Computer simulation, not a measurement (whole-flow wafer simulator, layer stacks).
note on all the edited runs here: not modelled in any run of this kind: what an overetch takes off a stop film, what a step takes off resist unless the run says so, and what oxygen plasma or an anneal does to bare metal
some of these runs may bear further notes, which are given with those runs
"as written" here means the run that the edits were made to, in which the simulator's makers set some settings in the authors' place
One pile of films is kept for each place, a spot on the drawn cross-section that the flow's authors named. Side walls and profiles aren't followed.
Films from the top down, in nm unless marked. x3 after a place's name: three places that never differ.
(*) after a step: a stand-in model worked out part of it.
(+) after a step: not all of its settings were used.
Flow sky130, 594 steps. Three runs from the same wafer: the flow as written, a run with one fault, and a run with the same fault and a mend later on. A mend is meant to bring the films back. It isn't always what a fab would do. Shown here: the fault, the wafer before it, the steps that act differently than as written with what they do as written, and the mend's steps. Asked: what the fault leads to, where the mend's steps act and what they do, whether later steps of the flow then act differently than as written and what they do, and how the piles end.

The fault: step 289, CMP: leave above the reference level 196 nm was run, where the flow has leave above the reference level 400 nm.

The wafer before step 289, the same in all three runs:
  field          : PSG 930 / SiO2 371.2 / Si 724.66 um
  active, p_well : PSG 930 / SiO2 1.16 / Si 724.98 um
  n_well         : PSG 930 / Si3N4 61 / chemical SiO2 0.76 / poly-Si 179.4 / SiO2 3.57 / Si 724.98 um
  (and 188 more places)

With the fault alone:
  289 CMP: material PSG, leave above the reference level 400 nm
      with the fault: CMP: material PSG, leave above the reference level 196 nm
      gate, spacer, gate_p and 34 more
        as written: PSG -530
        with the fault: PSG -734
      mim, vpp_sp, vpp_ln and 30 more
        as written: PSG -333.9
        with the fault: PSG -537.9
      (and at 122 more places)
  Later steps of the flow that act differently than as written:
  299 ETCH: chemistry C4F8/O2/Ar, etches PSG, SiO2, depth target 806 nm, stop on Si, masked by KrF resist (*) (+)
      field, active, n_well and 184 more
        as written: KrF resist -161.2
        with the fault: KrF resist -132.2
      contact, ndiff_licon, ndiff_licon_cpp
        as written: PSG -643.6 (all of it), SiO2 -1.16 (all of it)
        with the fault: PSG -439.6 (all of it), SiO2 -1.16 (all of it)
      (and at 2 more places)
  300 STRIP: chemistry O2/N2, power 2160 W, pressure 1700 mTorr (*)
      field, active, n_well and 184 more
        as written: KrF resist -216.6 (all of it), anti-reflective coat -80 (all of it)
        with the fault: KrF resist -245.6 (all of it), anti-reflective coat -80 (all of it)
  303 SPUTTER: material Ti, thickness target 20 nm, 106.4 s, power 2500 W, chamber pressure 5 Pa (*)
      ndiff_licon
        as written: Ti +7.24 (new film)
        with the fault: Ti +9.96 (new film)
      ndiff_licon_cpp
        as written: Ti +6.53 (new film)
        with the fault: Ti +8.98 (new film)
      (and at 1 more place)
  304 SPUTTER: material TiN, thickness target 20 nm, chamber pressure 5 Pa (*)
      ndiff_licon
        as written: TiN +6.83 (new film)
        with the fault: TiN +9.54 (new film)
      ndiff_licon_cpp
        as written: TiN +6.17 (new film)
        with the fault: TiN +8.62 (new film)
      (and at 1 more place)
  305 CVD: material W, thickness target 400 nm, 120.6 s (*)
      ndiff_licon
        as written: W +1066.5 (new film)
        with the fault: W +857.1 (new film)
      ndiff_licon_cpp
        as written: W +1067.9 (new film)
        with the fault: W +859 (new film)
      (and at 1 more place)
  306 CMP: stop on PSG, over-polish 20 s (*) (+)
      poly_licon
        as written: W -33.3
        with the fault: W -237.3
  At the end the piles differ from the flow's by more than 2% or 0.5 nm, whichever is larger, at field, active, n_well and 190 more.
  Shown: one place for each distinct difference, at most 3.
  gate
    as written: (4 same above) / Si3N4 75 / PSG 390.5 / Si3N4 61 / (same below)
    with the fault: (4 same above) / Si3N4 75 / PSG 186.5 / Si3N4 61 / (same below)
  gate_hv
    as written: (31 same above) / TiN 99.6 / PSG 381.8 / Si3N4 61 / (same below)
    with the fault: (31 same above) / TiN 99.6 / PSG 177.8 / Si3N4 61 / (same below)
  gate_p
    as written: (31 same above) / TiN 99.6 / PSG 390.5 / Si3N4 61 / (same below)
    with the fault: (31 same above) / TiN 99.6 / PSG 186.5 / Si3N4 61 / (same below)

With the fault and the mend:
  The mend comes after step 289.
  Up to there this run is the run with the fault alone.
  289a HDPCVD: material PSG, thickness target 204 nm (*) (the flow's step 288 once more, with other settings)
      field, active, n_well and 189 more
        PSG +204
  No later step of the flow acts differently than as written, at any place that is followed, by more than 2% or 0.5 nm, whichever is larger.
  At the end the piles differ from the flow's only slightly at the places that both follow, by at most 2% or 0.5 nm, whichever is larger.
